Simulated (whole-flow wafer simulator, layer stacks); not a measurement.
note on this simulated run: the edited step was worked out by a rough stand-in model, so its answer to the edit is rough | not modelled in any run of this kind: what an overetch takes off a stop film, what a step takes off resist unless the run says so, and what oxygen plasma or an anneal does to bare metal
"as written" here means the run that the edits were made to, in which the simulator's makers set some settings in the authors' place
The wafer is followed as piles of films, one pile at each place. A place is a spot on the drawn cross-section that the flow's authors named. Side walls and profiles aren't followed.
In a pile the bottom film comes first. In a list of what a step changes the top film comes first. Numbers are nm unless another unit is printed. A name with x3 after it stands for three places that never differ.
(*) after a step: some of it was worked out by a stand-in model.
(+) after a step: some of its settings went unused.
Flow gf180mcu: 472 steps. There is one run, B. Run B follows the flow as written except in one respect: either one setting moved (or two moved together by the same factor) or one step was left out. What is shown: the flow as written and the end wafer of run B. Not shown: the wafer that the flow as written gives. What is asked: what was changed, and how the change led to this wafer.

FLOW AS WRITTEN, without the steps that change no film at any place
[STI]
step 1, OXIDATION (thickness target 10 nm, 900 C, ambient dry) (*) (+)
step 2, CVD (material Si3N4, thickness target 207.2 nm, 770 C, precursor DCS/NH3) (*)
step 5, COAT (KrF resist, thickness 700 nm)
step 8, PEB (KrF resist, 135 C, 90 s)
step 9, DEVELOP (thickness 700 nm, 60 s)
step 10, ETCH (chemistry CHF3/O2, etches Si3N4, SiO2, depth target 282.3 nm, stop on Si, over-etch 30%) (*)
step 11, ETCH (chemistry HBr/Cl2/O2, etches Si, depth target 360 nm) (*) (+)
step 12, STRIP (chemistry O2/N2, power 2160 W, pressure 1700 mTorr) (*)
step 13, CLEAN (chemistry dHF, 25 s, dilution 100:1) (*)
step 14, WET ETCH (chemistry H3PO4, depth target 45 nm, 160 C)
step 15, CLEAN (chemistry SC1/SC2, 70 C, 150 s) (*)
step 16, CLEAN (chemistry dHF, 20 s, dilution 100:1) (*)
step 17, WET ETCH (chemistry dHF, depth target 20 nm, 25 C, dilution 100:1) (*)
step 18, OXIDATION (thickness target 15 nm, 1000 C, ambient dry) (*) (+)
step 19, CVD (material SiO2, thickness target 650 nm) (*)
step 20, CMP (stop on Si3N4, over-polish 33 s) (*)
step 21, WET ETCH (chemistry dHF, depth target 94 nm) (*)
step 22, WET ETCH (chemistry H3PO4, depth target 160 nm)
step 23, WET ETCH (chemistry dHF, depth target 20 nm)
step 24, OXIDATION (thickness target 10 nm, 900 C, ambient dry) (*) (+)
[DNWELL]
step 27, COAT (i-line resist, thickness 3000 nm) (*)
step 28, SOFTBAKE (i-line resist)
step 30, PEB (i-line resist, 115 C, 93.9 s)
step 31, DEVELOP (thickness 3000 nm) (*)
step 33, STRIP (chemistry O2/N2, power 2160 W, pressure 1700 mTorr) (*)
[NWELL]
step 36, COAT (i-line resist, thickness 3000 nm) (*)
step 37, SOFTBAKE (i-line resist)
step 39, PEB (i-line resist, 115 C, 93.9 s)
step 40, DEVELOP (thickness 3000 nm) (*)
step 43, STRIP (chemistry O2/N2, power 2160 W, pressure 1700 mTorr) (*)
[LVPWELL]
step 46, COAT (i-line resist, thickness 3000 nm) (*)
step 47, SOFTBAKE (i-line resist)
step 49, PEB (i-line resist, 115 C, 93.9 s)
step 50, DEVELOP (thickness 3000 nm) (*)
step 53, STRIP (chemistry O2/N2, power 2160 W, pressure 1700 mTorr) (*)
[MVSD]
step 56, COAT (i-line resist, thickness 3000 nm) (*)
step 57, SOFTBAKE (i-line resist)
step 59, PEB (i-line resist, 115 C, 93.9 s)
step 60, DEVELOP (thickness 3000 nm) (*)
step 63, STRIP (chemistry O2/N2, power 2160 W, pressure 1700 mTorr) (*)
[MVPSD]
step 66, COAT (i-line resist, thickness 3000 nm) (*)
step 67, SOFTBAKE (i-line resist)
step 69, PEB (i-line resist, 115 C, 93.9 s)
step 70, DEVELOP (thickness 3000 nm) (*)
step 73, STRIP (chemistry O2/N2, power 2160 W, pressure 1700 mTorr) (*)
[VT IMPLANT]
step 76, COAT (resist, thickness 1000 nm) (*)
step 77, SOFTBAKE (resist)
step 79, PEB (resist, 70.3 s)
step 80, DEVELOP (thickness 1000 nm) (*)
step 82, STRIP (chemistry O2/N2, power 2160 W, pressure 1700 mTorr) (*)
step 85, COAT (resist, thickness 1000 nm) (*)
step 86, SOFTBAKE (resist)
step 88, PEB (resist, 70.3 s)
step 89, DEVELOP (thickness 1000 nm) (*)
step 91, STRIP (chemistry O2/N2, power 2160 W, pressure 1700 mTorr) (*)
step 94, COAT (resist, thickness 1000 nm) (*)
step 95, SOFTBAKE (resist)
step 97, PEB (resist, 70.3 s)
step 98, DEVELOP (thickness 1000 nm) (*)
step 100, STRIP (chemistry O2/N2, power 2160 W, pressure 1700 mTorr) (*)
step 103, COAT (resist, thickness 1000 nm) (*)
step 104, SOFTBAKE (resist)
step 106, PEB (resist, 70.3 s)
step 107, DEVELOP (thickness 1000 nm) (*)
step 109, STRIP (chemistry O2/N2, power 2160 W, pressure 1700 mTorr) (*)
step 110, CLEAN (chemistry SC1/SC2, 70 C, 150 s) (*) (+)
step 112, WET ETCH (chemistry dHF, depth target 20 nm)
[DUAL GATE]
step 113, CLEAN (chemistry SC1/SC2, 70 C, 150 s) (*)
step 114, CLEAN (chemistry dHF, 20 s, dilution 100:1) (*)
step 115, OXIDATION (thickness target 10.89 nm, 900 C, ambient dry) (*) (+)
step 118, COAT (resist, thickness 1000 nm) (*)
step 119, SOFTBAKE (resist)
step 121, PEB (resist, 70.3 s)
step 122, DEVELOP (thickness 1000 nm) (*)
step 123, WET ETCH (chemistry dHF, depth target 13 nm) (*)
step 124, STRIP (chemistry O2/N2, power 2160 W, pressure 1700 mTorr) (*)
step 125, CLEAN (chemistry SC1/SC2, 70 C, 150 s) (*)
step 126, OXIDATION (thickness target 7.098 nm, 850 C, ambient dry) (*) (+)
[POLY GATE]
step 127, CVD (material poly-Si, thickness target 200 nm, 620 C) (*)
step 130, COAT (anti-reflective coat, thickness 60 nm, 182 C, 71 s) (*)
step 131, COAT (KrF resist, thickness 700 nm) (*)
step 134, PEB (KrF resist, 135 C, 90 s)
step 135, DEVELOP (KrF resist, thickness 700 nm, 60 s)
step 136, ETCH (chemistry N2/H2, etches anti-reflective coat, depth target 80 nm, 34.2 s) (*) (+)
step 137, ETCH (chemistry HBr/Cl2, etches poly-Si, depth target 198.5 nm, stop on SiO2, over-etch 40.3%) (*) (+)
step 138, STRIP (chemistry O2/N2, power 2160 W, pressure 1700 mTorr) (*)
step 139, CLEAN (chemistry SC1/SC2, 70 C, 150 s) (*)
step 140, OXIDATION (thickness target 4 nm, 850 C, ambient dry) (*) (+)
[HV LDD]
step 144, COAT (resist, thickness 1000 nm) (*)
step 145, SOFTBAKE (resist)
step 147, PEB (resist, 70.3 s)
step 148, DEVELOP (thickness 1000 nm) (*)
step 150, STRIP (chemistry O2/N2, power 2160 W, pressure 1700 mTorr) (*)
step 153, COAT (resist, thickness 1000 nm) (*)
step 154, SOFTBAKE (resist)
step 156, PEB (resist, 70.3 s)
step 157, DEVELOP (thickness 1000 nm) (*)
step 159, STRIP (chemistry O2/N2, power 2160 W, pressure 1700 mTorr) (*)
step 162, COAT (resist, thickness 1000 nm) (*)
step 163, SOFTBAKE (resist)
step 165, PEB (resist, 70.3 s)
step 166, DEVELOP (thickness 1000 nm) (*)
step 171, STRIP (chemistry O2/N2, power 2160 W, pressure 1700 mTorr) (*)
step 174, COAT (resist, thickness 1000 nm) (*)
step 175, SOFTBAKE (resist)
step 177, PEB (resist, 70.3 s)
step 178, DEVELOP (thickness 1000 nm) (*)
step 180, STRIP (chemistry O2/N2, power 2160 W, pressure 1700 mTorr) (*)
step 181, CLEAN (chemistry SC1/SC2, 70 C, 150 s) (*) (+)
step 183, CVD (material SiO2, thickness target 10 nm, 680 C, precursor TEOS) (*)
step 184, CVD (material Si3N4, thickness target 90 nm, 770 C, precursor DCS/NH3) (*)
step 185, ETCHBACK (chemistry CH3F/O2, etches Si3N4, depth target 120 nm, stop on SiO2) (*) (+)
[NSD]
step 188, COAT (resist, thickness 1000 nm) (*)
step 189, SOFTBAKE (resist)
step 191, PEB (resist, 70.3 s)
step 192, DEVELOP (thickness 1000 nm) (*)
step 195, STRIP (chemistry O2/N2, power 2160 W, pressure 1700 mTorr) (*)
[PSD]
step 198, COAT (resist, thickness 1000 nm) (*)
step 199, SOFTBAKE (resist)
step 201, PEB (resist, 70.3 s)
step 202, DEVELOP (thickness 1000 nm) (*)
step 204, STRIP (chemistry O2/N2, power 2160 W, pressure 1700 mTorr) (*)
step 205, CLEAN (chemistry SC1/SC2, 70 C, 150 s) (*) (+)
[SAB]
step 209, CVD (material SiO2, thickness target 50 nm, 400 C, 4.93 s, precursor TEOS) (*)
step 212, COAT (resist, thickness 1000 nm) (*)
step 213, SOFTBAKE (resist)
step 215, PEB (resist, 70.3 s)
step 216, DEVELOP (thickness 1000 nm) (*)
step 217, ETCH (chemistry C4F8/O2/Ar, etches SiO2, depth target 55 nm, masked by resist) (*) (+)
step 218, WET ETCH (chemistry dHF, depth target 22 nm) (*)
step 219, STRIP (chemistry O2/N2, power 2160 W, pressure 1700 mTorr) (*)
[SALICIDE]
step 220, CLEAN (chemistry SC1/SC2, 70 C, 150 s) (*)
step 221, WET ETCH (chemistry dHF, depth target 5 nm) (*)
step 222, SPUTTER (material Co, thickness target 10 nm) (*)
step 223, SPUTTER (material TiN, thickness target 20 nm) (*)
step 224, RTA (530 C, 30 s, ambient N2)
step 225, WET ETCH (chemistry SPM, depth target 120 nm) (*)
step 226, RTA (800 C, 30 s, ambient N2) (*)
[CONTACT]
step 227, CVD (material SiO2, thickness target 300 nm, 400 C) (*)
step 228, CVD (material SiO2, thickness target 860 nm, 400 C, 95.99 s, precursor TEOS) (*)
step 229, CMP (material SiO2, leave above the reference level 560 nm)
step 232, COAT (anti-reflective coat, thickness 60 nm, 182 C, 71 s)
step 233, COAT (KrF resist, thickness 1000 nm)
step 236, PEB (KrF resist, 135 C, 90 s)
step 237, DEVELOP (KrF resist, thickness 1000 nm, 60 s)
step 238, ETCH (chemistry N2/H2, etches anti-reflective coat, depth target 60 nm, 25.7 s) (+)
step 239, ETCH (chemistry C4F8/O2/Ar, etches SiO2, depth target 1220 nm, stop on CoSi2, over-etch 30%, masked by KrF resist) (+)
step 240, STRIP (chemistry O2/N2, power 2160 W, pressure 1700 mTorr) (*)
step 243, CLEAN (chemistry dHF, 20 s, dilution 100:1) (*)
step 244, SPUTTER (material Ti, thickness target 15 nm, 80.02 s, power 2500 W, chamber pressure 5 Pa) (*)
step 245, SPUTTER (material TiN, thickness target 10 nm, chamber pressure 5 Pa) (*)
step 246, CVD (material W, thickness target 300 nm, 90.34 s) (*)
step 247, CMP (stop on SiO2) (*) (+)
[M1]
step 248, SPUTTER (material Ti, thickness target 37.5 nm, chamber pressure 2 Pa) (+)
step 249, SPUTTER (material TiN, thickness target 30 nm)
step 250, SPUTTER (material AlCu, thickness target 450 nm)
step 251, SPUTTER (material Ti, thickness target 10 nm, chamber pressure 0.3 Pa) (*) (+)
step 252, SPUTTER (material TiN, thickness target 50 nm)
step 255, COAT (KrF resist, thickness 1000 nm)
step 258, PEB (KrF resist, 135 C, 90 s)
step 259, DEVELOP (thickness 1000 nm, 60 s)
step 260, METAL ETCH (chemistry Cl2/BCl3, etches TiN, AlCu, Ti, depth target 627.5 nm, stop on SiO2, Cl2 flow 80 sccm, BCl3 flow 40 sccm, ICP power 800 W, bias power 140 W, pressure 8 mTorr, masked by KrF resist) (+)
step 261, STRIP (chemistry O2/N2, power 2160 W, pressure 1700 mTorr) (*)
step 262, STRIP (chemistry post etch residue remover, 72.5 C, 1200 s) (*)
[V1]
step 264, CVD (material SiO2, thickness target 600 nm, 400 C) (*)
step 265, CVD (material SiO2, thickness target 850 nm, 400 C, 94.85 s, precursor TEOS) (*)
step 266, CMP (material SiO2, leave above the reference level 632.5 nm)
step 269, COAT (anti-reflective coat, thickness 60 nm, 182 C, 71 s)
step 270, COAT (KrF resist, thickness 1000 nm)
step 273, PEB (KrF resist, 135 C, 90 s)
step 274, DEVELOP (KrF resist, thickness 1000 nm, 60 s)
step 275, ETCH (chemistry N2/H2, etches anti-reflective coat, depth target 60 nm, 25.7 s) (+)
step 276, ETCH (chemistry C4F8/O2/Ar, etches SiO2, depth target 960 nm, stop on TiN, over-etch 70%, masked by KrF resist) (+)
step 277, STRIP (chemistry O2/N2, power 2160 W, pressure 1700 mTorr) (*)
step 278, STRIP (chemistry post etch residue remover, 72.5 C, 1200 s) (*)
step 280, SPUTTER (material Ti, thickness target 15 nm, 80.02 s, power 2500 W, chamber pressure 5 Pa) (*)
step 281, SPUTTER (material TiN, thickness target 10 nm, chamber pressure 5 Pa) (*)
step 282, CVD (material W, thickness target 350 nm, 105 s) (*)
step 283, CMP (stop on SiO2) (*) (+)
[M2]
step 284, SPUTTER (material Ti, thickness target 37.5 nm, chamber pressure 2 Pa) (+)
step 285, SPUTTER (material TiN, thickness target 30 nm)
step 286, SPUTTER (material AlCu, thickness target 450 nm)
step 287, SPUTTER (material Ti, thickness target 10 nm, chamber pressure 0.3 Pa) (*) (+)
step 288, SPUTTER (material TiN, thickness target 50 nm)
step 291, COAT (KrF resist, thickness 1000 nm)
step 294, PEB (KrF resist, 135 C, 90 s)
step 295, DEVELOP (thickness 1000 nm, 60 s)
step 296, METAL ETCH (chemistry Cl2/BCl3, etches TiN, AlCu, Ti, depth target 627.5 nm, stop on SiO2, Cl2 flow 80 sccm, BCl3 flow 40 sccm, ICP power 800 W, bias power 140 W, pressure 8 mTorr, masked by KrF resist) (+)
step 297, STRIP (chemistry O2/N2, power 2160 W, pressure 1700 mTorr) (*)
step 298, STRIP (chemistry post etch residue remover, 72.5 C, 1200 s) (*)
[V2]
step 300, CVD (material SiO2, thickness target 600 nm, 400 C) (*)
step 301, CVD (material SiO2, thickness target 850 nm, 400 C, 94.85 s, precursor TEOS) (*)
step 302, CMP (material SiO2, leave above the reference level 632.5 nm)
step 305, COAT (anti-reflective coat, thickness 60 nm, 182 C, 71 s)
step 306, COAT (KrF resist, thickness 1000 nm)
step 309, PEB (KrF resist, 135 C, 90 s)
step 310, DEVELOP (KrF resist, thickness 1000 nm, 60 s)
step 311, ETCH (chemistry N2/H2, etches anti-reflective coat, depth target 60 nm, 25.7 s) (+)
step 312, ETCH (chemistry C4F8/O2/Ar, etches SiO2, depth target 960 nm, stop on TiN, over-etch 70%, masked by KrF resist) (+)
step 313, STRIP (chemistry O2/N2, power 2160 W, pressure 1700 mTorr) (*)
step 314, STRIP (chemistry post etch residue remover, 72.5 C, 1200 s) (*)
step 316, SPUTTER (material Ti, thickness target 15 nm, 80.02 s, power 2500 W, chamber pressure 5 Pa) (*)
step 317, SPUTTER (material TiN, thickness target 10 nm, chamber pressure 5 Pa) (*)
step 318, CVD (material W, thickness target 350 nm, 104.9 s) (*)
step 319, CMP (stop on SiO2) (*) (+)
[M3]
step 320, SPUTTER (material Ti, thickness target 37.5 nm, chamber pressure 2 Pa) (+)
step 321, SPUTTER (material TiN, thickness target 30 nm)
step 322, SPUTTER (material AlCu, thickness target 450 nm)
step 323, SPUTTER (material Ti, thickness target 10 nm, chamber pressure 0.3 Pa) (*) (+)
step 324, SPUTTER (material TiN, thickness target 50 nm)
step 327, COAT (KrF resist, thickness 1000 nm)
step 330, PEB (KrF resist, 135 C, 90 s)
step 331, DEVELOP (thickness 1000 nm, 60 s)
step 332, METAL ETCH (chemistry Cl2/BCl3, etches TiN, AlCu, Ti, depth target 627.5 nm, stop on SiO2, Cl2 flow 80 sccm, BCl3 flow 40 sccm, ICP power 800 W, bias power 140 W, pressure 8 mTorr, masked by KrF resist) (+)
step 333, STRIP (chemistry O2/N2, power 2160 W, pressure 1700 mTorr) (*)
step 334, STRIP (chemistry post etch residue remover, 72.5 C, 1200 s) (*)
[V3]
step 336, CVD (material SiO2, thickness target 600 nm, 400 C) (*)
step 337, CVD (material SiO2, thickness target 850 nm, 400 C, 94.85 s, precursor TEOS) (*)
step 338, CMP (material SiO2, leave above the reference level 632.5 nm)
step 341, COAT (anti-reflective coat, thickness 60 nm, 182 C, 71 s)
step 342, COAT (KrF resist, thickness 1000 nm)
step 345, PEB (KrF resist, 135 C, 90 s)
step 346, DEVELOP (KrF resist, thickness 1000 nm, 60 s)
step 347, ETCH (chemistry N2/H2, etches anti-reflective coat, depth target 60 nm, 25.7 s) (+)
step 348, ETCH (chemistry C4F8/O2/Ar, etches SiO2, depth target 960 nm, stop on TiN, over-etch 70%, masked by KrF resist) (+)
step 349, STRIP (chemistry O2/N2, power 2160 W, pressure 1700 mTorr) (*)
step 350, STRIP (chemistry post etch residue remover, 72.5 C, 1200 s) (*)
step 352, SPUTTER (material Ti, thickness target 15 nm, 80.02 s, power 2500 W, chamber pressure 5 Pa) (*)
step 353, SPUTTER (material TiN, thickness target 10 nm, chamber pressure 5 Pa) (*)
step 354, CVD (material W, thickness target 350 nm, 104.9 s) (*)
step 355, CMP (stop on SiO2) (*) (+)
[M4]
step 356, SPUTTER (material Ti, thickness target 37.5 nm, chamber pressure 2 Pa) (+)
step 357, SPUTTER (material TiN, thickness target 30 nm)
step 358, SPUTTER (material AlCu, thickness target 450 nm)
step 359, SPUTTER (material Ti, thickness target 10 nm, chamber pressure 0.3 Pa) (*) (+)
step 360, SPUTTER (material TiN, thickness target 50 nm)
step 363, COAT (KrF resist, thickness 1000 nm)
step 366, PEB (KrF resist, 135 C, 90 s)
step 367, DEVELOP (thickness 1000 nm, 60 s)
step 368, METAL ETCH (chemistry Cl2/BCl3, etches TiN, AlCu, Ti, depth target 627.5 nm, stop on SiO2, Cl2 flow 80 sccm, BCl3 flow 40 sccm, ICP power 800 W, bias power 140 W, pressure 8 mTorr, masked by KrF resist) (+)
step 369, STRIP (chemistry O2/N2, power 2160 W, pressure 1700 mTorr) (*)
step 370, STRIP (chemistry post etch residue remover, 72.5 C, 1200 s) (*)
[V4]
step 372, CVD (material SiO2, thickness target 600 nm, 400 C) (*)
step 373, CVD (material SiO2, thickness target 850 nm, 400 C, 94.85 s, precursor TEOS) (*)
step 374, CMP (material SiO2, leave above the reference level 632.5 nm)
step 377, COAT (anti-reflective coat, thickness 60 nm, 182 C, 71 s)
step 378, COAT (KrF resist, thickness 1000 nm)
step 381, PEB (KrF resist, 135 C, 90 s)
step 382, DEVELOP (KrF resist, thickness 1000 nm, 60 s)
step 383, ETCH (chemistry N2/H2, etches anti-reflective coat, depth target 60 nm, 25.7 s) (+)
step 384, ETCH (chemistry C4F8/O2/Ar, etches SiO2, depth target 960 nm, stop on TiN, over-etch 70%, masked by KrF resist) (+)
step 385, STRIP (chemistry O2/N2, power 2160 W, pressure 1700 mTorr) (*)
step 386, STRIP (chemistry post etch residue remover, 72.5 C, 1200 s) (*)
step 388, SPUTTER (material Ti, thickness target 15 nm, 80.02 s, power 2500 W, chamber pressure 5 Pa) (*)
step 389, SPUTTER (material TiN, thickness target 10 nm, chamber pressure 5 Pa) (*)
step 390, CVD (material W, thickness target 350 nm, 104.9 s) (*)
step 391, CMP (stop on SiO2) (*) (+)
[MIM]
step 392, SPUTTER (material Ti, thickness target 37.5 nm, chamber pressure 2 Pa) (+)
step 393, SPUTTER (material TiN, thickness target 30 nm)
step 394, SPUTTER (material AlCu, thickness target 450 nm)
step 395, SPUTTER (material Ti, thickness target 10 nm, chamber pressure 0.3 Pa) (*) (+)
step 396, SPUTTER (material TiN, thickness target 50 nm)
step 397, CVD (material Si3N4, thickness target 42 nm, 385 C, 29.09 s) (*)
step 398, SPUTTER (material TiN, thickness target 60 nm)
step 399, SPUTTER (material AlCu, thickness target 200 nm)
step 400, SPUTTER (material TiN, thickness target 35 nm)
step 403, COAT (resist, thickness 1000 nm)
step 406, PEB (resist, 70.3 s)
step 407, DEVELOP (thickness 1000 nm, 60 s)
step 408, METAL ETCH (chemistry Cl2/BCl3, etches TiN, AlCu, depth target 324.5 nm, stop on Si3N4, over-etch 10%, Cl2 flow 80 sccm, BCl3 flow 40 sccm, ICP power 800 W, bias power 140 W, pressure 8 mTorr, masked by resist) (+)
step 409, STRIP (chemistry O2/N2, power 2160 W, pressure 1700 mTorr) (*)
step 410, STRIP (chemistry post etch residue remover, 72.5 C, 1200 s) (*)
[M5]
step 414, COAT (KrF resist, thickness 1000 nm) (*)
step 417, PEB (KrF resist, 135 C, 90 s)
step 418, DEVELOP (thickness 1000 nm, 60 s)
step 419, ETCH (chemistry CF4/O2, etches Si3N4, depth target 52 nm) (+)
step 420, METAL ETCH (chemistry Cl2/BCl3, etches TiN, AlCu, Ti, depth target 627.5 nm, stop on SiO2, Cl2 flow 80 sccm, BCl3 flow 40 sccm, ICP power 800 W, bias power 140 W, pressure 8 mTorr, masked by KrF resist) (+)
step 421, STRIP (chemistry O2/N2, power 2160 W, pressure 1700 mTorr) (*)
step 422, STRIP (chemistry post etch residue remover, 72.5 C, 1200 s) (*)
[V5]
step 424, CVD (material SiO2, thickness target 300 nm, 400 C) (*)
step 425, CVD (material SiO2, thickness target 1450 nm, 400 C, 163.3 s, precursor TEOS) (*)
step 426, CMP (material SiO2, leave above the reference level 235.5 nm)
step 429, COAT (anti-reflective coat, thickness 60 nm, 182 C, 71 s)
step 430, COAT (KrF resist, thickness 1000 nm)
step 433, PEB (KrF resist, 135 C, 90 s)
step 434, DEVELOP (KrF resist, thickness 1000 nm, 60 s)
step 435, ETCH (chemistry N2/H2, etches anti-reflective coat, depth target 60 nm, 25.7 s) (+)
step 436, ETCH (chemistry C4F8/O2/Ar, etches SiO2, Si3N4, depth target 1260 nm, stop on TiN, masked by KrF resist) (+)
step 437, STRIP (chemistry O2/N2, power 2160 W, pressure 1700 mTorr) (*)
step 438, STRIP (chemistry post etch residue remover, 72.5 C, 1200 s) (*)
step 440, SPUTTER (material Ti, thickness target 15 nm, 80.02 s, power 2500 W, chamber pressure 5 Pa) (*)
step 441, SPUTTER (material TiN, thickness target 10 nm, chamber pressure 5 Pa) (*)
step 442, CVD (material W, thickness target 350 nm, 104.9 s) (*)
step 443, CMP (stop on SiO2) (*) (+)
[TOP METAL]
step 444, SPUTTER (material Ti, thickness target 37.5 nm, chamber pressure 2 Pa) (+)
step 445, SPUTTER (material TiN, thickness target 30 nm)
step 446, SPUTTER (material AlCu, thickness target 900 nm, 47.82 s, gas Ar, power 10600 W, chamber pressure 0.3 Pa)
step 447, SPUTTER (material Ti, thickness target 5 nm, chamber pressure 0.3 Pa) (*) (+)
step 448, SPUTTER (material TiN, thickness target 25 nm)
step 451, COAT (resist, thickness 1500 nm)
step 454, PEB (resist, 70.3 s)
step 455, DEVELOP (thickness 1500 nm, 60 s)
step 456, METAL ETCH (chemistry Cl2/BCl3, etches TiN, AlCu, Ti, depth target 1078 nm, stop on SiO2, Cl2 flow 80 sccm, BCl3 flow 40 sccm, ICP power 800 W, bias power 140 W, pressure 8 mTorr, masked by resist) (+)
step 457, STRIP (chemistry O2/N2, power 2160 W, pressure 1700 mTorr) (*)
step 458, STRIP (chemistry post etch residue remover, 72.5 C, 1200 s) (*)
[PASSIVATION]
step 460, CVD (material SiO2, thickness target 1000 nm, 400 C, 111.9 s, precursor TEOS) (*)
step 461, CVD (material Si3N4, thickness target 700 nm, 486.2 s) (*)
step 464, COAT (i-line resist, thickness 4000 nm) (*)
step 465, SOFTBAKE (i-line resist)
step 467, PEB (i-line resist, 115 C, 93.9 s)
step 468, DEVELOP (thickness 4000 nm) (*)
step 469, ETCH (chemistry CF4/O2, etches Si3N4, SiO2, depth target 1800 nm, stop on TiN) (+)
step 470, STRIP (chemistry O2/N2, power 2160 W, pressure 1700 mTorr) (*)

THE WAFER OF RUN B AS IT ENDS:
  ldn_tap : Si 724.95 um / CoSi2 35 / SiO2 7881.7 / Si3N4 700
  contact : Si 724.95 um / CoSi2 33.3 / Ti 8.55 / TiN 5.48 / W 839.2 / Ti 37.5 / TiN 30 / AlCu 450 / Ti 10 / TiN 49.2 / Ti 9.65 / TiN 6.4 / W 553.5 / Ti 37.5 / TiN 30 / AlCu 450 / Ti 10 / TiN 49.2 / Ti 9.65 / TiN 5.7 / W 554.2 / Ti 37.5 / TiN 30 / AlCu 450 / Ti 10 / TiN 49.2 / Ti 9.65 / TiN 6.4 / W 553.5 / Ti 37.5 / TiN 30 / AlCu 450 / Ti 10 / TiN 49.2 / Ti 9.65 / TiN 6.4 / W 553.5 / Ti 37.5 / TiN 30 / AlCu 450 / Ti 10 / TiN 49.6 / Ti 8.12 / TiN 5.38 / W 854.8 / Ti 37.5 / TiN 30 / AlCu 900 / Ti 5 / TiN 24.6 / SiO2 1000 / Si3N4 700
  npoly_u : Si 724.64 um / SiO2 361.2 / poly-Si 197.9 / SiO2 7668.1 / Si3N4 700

Cause: step 317, SPUTTER: thickness target 8.9 nm was run, though the flow has thickness target 10 nm.

How this came from the change, step by step:
  step 317, SPUTTER (material TiN, thickness target 10 nm, chamber pressure 5 Pa) (*)
      field, field__w1, field__w2 and 107 more: TiN gains 8.9 (new film) (as written it would have been: TiN gains 10 (new film))
      contact: TiN gains 5.7 (new film) (as written it would have been: TiN gains 6.4 (new film))
  step 319, CMP (stop on SiO2) (*) (+)
      field, field__w1, field__w2 and 107 more: W loses 350 (all of it), TiN loses 8.9 (all of it), Ti loses 15 (all of it), SiO2 loses 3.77 (as written it would have been: W loses 350 (all of it), TiN loses 10 (all of it), Ti loses 15 (all of it), SiO2 loses 3.78)
